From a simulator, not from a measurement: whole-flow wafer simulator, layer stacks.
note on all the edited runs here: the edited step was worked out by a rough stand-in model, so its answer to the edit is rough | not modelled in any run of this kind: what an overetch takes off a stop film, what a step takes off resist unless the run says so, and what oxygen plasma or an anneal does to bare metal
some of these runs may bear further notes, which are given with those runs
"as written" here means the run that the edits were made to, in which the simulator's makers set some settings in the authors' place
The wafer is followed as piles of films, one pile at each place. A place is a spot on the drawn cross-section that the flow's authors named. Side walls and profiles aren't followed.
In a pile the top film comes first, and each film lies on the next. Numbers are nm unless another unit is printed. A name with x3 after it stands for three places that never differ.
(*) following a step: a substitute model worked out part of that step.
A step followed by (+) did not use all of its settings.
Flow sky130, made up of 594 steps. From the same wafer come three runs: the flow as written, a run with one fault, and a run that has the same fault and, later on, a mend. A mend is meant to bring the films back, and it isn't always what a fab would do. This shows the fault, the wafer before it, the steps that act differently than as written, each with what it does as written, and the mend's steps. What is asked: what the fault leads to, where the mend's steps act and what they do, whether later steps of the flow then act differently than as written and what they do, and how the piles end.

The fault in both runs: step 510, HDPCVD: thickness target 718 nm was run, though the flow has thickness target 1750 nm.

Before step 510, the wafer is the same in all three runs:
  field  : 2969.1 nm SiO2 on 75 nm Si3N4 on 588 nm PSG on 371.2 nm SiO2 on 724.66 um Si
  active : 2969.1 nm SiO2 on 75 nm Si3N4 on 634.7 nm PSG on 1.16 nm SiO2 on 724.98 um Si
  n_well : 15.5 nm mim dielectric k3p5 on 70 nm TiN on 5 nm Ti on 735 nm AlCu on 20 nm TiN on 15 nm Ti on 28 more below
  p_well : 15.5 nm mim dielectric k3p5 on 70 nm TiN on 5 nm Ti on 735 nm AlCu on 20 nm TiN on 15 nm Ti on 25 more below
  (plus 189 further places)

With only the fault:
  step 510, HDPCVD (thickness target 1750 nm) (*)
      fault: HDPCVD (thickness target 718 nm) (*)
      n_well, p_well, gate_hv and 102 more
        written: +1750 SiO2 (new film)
        fault: +718 SiO2 (new film)
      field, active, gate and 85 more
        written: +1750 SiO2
        fault: +718 SiO2
  Later steps of the flow acting differently than as written (not shown: 9 more steps that differ only slightly, by at most 2% or 0.5 nm, whichever is larger):
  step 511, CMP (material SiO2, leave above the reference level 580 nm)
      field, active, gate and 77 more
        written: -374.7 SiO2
        fault: nothing
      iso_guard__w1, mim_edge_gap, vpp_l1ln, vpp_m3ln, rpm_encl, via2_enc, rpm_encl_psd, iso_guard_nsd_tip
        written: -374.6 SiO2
        fault: nothing
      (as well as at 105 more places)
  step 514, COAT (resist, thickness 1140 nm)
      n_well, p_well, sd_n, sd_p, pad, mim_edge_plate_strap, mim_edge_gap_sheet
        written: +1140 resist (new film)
        fault: +486.6 resist (new film)
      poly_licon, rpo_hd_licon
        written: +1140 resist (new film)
        fault: +1165.3 resist (new film)
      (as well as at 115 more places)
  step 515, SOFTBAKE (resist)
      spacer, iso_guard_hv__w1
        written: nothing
        fault: -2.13 resist
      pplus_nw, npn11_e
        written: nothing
        fault: -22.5 resist
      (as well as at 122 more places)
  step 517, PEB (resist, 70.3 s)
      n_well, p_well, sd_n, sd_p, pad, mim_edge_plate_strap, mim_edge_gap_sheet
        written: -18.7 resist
        fault: -6.53 resist
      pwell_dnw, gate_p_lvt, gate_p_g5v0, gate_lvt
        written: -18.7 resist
        fault: -12.1 resist
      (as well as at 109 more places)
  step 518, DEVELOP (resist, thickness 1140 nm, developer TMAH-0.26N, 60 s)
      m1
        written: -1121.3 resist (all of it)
        fault: -696 resist (all of it)
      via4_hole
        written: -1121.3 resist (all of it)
        fault: -655.8 resist (all of it)
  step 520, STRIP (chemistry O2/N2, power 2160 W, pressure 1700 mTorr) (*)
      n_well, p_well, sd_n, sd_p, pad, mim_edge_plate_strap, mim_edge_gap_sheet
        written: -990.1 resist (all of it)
        fault: -348.9 resist (all of it)
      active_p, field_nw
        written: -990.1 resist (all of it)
        fault: -1079.3 resist (all of it)
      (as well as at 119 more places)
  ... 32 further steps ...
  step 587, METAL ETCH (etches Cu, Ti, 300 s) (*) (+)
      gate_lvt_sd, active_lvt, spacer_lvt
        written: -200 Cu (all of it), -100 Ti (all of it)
        fault: -197.9 Cu (all of it), -97.7 Ti (all of it)
  The piles end different from the flow's at field, active, n_well and 96 more by more than 2% or 0.5 nm, whichever is larger.
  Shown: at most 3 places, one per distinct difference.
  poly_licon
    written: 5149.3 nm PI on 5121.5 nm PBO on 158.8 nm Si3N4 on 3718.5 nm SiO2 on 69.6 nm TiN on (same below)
    fault: 5153.4 nm PI on 5135.5 nm PBO on 158.8 nm Si3N4 on 125.2 nm SiO2 on 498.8 nm W on 20 nm TiN on 2966.6 nm SiO2 on 69.6 nm TiN on (same below)
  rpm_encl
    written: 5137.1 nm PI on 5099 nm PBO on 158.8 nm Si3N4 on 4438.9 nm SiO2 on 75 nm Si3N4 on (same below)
    fault: 5143.8 nm PI on 5110.1 nm PBO on 158.8 nm Si3N4 on 125.2 nm SiO2 on 498.8 nm W on 20 nm TiN on 3687.1 nm SiO2 on 75 nm Si3N4 on (same below)
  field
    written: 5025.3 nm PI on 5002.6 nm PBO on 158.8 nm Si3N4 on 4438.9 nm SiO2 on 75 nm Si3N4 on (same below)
    fault: 5045.8 nm PI on 5016.3 nm PBO on 158.8 nm Si3N4 on 125.2 nm SiO2 on 498.8 nm W on 20 nm TiN on 3687.1 nm SiO2 on 75 nm Si3N4 on (same below)

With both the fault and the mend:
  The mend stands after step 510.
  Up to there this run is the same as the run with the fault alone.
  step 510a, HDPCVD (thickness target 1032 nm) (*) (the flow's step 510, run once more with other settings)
      field, active, n_well and 190 more
        +1032 SiO2
  Every later step of the flow that is run acts as written at every place that is followed.
  By the end, the piles equal the flow's at every place that both follow.
